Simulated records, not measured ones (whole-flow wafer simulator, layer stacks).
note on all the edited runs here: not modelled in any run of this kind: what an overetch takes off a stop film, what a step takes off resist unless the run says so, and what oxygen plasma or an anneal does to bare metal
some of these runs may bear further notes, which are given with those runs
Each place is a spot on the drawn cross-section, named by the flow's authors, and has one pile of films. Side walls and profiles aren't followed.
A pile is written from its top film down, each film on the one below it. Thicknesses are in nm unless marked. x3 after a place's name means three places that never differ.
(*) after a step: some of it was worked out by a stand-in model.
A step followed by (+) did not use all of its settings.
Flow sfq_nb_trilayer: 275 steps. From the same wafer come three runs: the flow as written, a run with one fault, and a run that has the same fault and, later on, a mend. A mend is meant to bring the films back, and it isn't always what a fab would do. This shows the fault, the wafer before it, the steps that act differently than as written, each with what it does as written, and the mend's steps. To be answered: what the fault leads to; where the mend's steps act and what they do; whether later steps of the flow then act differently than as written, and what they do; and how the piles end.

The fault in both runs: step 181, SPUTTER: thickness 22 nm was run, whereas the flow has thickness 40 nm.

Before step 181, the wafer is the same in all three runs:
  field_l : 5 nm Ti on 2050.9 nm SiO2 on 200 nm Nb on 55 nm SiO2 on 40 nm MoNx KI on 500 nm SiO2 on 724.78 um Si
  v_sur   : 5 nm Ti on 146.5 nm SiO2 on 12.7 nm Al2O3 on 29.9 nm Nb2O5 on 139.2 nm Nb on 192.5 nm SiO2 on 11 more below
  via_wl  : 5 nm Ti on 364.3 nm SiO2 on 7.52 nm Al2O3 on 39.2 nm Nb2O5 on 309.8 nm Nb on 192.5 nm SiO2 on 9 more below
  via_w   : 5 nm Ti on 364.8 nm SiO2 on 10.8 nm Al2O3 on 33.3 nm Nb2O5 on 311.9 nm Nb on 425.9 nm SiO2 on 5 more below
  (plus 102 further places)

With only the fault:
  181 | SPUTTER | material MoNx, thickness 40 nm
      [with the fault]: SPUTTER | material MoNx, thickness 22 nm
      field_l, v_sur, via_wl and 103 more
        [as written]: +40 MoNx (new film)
        [with the fault]: +22 MoNx (new film)
  Steps further on in the flow that do not act as written (11 more steps, not shown, differ only slightly: by at most 2% or 0.5 nm, whichever is larger):
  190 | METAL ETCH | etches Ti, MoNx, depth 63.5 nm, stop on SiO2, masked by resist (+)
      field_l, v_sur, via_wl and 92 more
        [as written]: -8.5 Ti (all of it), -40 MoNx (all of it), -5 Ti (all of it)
        [with the fault]: -8.5 Ti (all of it), -22 MoNx (all of it), -5 Ti (all of it)
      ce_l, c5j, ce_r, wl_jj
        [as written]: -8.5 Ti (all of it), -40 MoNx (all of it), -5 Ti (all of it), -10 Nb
        [with the fault]: -8.5 Ti (all of it), -22 MoNx (all of it), -5 Ti (all of it), -28 Nb
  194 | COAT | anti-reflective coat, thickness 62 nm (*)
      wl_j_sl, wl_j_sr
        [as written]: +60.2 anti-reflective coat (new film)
        [with the fault]: +57.3 anti-reflective coat (new film)
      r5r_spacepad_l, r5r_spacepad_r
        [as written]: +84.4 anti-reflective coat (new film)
        [with the fault]: +76.6 anti-reflective coat (new film)
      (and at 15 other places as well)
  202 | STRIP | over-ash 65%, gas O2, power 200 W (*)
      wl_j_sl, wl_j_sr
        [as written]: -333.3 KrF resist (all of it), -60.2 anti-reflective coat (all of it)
        [with the fault]: -333.4 KrF resist (all of it), -57.3 anti-reflective coat (all of it)
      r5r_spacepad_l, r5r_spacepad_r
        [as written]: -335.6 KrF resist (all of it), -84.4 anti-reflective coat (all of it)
        [with the fault]: -334.9 KrF resist (all of it), -76.6 anti-reflective coat (all of it)
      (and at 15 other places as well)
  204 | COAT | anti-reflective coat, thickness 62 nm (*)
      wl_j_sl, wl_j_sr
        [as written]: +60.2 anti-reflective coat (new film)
        [with the fault]: +57.3 anti-reflective coat (new film)
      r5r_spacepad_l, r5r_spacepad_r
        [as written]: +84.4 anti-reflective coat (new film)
        [with the fault]: +76.6 anti-reflective coat (new film)
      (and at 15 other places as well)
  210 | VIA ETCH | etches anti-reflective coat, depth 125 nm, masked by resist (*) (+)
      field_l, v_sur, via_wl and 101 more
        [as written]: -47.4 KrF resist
        [with the fault]: -48.6 KrF resist
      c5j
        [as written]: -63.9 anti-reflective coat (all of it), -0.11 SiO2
        [with the fault]: -68.8 anti-reflective coat (all of it), -0.09 SiO2
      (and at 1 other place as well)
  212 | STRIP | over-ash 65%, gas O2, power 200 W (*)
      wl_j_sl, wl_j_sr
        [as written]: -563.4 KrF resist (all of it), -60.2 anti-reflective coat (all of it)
        [with the fault]: -562.2 KrF resist (all of it), -57.3 anti-reflective coat (all of it)
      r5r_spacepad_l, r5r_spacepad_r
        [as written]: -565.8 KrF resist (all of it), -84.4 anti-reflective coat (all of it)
        [with the fault]: -563.7 KrF resist (all of it), -76.6 anti-reflective coat (all of it)
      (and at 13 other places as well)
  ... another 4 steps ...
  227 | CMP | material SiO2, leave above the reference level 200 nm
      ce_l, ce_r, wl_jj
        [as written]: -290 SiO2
        [with the fault]: -272 SiO2
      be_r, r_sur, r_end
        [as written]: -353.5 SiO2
        [with the fault]: -335.5 SiO2
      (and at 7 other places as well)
  At ce_l, c5j, ce_r and 8 more, the piles at the end differ from the flow's by more than 2% or 0.5 nm, whichever is larger.
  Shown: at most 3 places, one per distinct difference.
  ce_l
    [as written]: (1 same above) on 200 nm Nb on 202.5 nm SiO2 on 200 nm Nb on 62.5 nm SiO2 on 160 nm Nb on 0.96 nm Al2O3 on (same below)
    [with the fault]: (1 same above) on 200 nm Nb on 220.5 nm SiO2 on 200 nm Nb on 62.5 nm SiO2 on 142 nm Nb on 0.96 nm Al2O3 on (same below)
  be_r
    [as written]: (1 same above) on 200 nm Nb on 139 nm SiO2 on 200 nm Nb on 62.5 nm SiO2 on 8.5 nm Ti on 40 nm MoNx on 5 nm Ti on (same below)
    [with the fault]: (1 same above) on 200 nm Nb on 157 nm SiO2 on 200 nm Nb on 62.5 nm SiO2 on 8.5 nm Ti on 22 nm MoNx on 5 nm Ti on (same below)
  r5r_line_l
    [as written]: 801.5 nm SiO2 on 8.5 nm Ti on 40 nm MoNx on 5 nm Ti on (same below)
    [with the fault]: 819.5 nm SiO2 on 8.5 nm Ti on 22 nm MoNx on 5 nm Ti on (same below)

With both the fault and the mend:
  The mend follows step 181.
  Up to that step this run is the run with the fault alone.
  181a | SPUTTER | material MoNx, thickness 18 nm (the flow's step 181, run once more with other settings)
      field_l, v_sur, via_wl and 103 more
        +18 MoNx
  None of the later steps of the flow acts differently than as written at any place that is followed.
  At every place that both follow, the piles at the end match the flow's.
